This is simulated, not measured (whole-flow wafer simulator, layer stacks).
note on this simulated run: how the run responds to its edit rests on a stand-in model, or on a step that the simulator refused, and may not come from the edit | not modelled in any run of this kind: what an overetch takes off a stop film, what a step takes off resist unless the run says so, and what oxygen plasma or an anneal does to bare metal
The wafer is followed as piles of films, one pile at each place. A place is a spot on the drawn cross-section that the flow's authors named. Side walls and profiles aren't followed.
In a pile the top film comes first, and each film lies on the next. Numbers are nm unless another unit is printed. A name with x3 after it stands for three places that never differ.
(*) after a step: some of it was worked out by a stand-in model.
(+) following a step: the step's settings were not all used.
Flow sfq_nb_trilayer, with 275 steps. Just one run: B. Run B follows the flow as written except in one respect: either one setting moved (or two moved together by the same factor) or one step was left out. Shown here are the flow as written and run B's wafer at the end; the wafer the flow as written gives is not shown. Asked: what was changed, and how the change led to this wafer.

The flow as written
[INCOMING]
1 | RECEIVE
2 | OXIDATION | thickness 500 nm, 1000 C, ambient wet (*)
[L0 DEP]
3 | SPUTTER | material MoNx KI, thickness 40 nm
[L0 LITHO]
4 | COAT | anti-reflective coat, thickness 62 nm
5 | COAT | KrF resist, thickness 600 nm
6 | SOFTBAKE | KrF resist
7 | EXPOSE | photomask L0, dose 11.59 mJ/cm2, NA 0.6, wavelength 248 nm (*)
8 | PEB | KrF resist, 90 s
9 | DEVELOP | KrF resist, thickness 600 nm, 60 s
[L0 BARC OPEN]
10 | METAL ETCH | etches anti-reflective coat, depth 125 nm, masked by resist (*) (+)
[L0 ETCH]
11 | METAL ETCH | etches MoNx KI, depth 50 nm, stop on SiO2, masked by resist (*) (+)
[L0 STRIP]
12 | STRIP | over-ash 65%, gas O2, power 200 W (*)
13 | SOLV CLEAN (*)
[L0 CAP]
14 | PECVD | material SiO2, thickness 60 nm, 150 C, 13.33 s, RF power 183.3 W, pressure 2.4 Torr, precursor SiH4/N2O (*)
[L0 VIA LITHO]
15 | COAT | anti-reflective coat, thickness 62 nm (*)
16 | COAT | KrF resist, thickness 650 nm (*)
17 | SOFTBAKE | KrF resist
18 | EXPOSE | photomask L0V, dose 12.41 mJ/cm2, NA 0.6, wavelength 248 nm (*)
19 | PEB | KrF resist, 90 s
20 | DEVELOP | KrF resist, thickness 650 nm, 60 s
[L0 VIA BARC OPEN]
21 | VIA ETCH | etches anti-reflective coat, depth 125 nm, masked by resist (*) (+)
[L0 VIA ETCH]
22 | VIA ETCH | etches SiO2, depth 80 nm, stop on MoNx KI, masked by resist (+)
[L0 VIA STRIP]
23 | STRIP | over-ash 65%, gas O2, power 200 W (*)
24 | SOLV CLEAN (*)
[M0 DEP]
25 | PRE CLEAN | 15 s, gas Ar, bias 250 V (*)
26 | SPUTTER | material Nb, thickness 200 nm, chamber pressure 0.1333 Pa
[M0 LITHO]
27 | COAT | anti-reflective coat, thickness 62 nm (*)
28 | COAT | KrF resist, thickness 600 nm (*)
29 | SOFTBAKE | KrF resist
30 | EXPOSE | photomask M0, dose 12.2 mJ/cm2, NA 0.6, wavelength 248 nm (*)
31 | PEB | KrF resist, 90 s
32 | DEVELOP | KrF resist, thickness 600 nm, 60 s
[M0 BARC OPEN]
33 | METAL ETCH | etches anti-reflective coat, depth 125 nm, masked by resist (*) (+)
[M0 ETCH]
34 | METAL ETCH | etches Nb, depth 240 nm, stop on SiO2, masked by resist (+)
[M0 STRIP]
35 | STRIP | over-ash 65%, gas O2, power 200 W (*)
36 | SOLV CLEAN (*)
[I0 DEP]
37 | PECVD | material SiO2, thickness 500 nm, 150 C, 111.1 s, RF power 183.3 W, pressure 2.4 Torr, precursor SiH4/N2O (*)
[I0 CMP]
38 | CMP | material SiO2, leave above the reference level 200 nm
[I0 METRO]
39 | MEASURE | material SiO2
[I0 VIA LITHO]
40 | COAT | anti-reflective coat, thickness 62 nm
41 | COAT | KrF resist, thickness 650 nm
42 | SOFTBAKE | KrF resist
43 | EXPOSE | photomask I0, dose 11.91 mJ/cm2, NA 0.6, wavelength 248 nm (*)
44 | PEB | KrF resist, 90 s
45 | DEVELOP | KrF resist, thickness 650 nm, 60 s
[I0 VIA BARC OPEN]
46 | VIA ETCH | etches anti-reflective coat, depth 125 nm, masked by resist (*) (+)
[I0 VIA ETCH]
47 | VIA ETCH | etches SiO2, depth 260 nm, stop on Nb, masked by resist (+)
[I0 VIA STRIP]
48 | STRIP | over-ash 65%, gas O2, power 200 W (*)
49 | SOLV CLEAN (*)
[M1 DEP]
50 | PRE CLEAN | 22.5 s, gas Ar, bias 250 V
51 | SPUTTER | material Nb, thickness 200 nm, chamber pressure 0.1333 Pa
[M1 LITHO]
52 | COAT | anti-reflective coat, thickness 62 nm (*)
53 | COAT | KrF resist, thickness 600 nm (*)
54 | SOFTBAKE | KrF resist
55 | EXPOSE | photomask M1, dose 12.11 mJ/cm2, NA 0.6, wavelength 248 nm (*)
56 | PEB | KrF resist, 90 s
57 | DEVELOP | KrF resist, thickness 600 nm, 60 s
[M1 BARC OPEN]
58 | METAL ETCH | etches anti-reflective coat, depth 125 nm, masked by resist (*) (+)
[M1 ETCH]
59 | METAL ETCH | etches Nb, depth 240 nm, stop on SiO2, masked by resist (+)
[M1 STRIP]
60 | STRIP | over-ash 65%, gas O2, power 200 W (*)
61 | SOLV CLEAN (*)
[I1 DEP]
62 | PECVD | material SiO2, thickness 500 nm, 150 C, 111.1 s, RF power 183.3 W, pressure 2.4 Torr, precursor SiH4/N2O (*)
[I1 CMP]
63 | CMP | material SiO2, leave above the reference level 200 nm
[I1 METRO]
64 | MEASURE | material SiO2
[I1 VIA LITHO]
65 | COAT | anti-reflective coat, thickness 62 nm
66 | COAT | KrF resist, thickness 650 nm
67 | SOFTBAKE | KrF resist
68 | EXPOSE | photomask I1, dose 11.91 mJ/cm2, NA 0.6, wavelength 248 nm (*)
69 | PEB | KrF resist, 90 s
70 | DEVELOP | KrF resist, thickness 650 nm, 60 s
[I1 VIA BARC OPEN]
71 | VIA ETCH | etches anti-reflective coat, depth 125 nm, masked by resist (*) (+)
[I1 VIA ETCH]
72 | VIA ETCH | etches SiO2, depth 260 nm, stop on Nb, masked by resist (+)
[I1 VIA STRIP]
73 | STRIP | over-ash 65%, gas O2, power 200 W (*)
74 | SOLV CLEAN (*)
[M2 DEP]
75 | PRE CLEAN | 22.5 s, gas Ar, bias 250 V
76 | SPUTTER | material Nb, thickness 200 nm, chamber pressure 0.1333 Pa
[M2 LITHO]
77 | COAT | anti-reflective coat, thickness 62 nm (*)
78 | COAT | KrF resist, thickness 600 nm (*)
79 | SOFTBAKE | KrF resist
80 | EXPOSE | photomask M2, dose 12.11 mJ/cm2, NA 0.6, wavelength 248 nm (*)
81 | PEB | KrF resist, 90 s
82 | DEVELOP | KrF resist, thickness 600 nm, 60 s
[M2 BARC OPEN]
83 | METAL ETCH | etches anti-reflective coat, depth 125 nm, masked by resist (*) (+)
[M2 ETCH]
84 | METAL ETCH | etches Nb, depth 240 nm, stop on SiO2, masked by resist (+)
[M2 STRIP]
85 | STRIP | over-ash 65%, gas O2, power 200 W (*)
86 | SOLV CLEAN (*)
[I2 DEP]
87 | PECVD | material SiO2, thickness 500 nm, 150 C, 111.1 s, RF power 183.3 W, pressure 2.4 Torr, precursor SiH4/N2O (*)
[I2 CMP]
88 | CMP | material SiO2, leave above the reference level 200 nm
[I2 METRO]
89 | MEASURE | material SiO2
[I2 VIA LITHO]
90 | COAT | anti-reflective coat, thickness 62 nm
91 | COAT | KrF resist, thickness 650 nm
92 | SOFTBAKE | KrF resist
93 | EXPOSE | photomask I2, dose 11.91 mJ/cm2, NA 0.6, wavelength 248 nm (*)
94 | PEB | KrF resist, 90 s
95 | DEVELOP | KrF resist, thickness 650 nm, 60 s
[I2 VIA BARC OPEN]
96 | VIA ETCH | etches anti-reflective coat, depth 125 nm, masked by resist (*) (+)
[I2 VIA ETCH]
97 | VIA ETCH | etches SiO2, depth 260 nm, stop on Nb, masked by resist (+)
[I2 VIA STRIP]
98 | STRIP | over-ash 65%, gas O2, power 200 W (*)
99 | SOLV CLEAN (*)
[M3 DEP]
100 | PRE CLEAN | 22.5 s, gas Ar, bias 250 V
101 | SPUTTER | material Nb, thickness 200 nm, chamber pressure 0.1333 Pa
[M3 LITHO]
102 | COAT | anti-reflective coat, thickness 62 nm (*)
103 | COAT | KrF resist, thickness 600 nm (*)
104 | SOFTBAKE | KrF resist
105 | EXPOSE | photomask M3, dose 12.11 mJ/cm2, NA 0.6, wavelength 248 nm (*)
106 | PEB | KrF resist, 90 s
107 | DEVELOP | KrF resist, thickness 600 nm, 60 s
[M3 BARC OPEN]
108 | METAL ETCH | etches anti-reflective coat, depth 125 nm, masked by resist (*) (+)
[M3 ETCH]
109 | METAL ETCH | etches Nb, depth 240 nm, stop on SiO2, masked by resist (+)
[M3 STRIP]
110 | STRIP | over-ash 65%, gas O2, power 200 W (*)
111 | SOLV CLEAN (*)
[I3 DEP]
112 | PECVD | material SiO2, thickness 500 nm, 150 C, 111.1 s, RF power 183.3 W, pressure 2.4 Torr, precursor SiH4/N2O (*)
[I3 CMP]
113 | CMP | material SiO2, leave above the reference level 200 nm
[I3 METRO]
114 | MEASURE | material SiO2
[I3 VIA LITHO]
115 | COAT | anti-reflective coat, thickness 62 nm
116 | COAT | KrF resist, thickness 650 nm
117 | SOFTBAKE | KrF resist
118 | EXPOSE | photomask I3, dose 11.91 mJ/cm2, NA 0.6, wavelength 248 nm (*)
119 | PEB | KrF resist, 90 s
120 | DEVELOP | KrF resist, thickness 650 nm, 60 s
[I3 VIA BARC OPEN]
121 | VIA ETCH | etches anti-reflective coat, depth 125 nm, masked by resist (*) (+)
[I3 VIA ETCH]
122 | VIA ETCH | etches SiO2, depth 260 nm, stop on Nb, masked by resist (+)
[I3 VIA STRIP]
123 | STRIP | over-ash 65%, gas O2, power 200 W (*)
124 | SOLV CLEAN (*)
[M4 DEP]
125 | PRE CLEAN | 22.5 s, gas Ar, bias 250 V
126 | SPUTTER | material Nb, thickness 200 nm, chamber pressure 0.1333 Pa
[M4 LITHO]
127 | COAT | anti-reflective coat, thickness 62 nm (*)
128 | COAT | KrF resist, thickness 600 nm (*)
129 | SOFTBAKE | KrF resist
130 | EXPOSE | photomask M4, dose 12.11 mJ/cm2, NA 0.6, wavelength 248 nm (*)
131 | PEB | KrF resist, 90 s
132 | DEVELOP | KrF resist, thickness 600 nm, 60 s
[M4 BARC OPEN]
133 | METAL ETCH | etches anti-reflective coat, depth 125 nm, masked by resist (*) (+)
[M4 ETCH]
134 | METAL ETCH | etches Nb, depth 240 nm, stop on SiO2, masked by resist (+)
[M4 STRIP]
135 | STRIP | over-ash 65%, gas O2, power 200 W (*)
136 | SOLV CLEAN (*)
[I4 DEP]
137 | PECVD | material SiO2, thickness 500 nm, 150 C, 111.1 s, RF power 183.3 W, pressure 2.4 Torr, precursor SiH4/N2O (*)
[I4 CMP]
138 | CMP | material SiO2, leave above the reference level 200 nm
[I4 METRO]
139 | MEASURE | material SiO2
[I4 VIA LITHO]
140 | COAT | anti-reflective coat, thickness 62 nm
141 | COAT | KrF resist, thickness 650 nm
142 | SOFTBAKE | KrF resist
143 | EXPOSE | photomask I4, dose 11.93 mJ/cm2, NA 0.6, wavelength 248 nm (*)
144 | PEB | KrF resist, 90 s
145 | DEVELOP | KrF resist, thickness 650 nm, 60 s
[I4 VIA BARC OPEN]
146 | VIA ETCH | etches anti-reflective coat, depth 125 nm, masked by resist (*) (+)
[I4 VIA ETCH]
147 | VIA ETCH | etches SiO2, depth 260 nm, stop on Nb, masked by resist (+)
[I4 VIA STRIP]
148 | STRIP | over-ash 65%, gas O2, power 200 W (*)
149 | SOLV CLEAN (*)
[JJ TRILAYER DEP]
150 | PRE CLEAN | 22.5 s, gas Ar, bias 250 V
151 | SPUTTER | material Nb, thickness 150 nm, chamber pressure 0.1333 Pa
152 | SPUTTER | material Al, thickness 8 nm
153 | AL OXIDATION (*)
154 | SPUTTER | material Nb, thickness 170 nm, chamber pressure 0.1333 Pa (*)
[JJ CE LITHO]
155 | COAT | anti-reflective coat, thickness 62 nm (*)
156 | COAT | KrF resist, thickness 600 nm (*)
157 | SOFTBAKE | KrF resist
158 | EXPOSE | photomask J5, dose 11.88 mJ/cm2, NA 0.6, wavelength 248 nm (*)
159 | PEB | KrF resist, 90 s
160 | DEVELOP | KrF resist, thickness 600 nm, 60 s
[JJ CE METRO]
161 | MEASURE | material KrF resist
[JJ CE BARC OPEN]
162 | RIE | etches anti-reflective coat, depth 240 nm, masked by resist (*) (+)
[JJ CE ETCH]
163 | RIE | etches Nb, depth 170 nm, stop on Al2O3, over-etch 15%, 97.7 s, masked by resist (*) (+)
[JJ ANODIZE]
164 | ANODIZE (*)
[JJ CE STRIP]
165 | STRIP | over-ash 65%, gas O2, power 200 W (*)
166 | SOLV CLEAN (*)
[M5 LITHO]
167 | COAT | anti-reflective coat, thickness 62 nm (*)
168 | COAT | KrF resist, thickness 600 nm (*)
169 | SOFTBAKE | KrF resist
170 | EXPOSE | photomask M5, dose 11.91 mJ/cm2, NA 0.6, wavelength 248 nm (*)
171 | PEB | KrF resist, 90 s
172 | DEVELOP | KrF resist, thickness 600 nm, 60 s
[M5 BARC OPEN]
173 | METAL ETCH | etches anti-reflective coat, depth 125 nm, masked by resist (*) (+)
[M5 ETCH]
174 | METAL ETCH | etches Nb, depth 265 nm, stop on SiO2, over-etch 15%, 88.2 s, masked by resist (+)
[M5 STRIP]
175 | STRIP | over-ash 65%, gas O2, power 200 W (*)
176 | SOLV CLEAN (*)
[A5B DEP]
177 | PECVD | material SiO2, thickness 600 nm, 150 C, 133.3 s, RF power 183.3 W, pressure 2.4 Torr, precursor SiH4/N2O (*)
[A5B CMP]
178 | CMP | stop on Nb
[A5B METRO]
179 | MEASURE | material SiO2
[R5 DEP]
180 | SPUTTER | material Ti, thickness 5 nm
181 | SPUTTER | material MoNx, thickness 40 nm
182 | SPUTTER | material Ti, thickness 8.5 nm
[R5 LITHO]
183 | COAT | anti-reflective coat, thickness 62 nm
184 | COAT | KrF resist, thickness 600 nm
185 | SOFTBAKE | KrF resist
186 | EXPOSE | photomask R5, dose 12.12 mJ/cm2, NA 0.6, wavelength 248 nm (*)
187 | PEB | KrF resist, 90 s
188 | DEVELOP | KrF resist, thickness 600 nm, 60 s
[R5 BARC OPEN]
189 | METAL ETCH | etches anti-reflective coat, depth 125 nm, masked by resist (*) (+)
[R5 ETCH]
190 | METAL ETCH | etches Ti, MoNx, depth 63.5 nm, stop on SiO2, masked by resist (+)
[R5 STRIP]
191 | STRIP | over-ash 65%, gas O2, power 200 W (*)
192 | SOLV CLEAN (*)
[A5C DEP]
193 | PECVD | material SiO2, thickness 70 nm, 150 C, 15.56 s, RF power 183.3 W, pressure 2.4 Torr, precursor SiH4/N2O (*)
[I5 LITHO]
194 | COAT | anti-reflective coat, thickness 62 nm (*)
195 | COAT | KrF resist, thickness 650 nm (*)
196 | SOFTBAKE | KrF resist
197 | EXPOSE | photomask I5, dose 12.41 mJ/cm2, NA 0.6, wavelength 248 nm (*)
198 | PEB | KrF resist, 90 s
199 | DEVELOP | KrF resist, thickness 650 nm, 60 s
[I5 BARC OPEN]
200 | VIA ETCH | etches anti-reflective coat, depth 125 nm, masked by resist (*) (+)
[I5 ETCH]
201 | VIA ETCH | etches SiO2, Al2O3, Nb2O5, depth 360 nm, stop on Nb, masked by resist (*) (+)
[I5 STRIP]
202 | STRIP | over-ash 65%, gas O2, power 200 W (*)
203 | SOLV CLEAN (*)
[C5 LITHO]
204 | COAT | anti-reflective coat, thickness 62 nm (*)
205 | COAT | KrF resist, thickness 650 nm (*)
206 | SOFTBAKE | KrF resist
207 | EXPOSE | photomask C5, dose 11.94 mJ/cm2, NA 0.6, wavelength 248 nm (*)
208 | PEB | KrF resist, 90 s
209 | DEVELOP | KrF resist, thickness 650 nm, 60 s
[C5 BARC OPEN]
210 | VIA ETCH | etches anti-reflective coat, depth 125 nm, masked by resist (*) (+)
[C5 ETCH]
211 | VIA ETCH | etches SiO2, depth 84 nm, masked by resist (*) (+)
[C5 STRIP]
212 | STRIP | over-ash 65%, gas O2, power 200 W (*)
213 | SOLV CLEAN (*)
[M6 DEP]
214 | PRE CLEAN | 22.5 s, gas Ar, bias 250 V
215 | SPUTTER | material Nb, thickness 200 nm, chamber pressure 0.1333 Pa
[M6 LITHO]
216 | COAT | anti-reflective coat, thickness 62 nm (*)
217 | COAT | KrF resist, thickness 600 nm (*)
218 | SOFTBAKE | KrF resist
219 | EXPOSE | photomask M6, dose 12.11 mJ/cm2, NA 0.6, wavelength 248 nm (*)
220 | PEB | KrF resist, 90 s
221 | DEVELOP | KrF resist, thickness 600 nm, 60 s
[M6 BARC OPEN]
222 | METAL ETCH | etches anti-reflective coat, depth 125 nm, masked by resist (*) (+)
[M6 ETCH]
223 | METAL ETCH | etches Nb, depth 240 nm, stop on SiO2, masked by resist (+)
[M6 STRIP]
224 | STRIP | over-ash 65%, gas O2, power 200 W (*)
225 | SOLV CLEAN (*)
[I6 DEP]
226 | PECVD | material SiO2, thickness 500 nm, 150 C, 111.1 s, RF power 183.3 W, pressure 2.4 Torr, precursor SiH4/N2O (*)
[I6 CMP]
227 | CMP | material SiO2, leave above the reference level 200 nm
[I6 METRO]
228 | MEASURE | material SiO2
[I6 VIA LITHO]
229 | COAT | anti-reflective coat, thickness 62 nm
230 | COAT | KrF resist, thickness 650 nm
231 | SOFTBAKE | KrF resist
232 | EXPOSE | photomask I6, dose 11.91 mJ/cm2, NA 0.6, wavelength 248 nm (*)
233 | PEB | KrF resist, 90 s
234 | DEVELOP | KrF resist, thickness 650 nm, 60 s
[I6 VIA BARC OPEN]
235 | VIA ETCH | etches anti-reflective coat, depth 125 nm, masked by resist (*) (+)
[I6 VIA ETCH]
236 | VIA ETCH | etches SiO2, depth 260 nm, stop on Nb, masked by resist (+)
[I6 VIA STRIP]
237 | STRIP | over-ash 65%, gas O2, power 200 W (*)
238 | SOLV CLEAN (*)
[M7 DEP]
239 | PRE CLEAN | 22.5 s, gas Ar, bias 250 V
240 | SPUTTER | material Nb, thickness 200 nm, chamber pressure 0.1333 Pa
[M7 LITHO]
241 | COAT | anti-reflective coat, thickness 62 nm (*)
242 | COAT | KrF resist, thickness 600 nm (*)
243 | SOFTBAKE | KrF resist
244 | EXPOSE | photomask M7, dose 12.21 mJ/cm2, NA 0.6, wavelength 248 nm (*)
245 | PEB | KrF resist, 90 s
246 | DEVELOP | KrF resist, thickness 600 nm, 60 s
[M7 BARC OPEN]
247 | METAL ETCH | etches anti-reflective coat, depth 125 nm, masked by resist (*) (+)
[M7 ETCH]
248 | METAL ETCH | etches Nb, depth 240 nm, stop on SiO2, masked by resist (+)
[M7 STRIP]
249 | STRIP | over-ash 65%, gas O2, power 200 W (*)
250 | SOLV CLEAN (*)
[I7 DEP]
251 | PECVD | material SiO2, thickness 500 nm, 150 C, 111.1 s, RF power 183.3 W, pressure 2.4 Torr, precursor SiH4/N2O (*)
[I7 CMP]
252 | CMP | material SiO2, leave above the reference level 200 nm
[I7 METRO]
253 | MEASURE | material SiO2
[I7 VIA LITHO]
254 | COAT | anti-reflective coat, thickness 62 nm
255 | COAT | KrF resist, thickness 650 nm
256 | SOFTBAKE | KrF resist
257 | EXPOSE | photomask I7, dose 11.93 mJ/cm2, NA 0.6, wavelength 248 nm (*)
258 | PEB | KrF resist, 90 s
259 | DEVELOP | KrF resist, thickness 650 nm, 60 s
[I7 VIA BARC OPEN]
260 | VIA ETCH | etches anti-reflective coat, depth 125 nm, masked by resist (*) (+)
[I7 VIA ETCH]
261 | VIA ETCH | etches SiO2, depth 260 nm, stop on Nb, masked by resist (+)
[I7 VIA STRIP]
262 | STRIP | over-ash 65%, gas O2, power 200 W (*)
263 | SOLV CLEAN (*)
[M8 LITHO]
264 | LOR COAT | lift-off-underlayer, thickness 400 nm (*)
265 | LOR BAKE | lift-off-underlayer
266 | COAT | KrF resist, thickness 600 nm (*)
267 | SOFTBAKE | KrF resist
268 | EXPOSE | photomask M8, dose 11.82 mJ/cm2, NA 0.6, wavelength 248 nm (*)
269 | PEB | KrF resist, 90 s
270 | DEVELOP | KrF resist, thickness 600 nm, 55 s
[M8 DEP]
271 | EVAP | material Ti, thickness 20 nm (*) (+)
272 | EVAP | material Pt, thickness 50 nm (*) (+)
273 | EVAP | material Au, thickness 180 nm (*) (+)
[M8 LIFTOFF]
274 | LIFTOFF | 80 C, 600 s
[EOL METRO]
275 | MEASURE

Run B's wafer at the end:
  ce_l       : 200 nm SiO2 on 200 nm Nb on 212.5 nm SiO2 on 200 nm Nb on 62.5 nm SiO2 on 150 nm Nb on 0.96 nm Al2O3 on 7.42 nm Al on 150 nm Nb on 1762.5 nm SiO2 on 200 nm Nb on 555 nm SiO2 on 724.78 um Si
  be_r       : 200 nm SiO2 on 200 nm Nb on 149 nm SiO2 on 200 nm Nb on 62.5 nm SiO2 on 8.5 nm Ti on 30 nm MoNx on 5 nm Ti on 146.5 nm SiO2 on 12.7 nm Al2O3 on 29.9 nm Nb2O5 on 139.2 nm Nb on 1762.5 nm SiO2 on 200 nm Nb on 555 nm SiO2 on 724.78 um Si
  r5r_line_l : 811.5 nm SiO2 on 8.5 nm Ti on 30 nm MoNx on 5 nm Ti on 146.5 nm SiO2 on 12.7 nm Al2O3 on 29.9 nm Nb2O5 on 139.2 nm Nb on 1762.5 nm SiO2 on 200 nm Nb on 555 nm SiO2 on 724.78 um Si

The reason: step 181, SPUTTER: thickness 30 nm was run, though the flow has thickness 40 nm.
The wafer itself shows it: be_r has MoNx 30, and step 181 as written asks for 40 nm.

The path from the change to this, step by step:
  181 | SPUTTER | material MoNx, thickness 40 nm
      field_l, v_sur, via_wl and 103 more: +30 MoNx (new film) (as written it would have been: +40 MoNx (new film))
  190 | METAL ETCH | etches Ti, MoNx, depth 63.5 nm, stop on SiO2, masked by resist (+)
      field_l, v_sur, via_wl and 92 more: -8.5 Ti (all of it), -30 MoNx (all of it), -5 Ti (all of it) (as written it would have been: -8.5 Ti (all of it), -40 MoNx (all of it), -5 Ti (all of it))
      ce_l, c5j, ce_r, wl_jj: -8.5 Ti (all of it), -30 MoNx (all of it), -5 Ti (all of it), -20 Nb (as written it would have been: -8.5 Ti (all of it), -40 MoNx (all of it), -5 Ti (all of it), -10 Nb)
  194 | COAT | anti-reflective coat, thickness 62 nm (*)
      wl_j_sl, wl_j_sr: +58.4 anti-reflective coat (new film) (as written it would have been: +60.2 anti-reflective coat (new film))
      r5r_spacepad_l, r5r_spacepad_r: +80.1 anti-reflective coat (new film) (as written it would have been: +84.4 anti-reflective coat (new film))
      (as well as at 12 more places)
  202 | STRIP | over-ash 65%, gas O2, power 200 W (*)
      wl_j_sl, wl_j_sr: -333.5 KrF resist (all of it), -58.4 anti-reflective coat (all of it) (as written it would have been: -333.3 KrF resist (all of it), -60.2 anti-reflective coat (all of it))
      r5r_spacepad_l, r5r_spacepad_r: -335.3 KrF resist (all of it), -80.1 anti-reflective coat (all of it) (as written it would have been: -335.6 KrF resist (all of it), -84.4 anti-reflective coat (all of it))
      (as well as at 12 more places)
  204 | COAT | anti-reflective coat, thickness 62 nm (*)
      wl_j_sl, wl_j_sr: +58.4 anti-reflective coat (new film) (as written it would have been: +60.2 anti-reflective coat (new film))
      r5r_spacepad_l, r5r_spacepad_r: +80.1 anti-reflective coat (new film) (as written it would have been: +84.4 anti-reflective coat (new film))
      (as well as at 12 more places)
  210 | VIA ETCH | etches anti-reflective coat, depth 125 nm, masked by resist (*) (+)
      c5j: -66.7 anti-reflective coat (all of it), -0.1 SiO2 (as written it would have been: -63.9 anti-reflective coat (all of it), -0.11 SiO2)
  212 | STRIP | over-ash 65%, gas O2, power 200 W (*)
      wl_j_sl, wl_j_sr: -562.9 KrF resist (all of it), -58.4 anti-reflective coat (all of it) (as written it would have been: -563.4 KrF resist (all of it), -60.2 anti-reflective coat (all of it))
      r5r_spacepad_l, r5r_spacepad_r: -564.6 KrF resist (all of it), -80.1 anti-reflective coat (all of it) (as written it would have been: -565.8 KrF resist (all of it), -84.4 anti-reflective coat (all of it))
      (as well as at 11 more places)
  216 | COAT | anti-reflective coat, thickness 62 nm (*)
      r5r_line_l, r5r_line_c, r5r_line_r: +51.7 anti-reflective coat (new film) (as written it would have been: +50 anti-reflective coat (new film))
      wl_j_sl, wl_j_sr: +58.5 anti-reflective coat (new film) (as written it would have been: +60.2 anti-reflective coat (new film))
      (as well as at 11 more places)
  222 | METAL ETCH | etches anti-reflective coat, depth 125 nm, masked by resist (*) (+)
      r5r_line_l, r5r_line_c, r5r_line_r: -51.7 anti-reflective coat (all of it) (as written it would have been: -50 anti-reflective coat (all of it))
      r5r_spacepad_l, r5r_spacepad_r: -80.9 anti-reflective coat (all of it) (as written it would have been: -85.7 anti-reflective coat (all of it))
      (as well as at 1 more place)
  224 | STRIP | over-ash 65%, gas O2, power 200 W (*)
      wl_j_sl, wl_j_sr: -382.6 KrF resist (all of it), -58.5 anti-reflective coat (all of it) (as written it would have been: -382.5 KrF resist (all of it), -60.2 anti-reflective coat (all of it))
      jj_sur: -378 KrF resist (all of it), -54.2 anti-reflective coat (all of it) (as written it would have been: -378.5 KrF resist (all of it), -56.1 anti-reflective coat (all of it))
      (as well as at 7 more places)
  226 | PECVD | material SiO2, thickness 500 nm, 150 C, 111.1 s, RF power 183.3 W, pressure 2.4 Torr, precursor SiH4/N2O (*)
      r5r_spacepad_l, r5r_spacepad_r: +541 SiO2 (as written it would have been: +553.5 SiO2)
  227 | CMP | material SiO2, leave above the reference level 200 nm
      ce_l, ce_r, wl_jj: -280 SiO2 (as written it would have been: -290 SiO2)
      be_r, r_sur, r_end: -343.5 SiO2 (as written it would have been: -353.5 SiO2)
      (as well as at 7 more places)
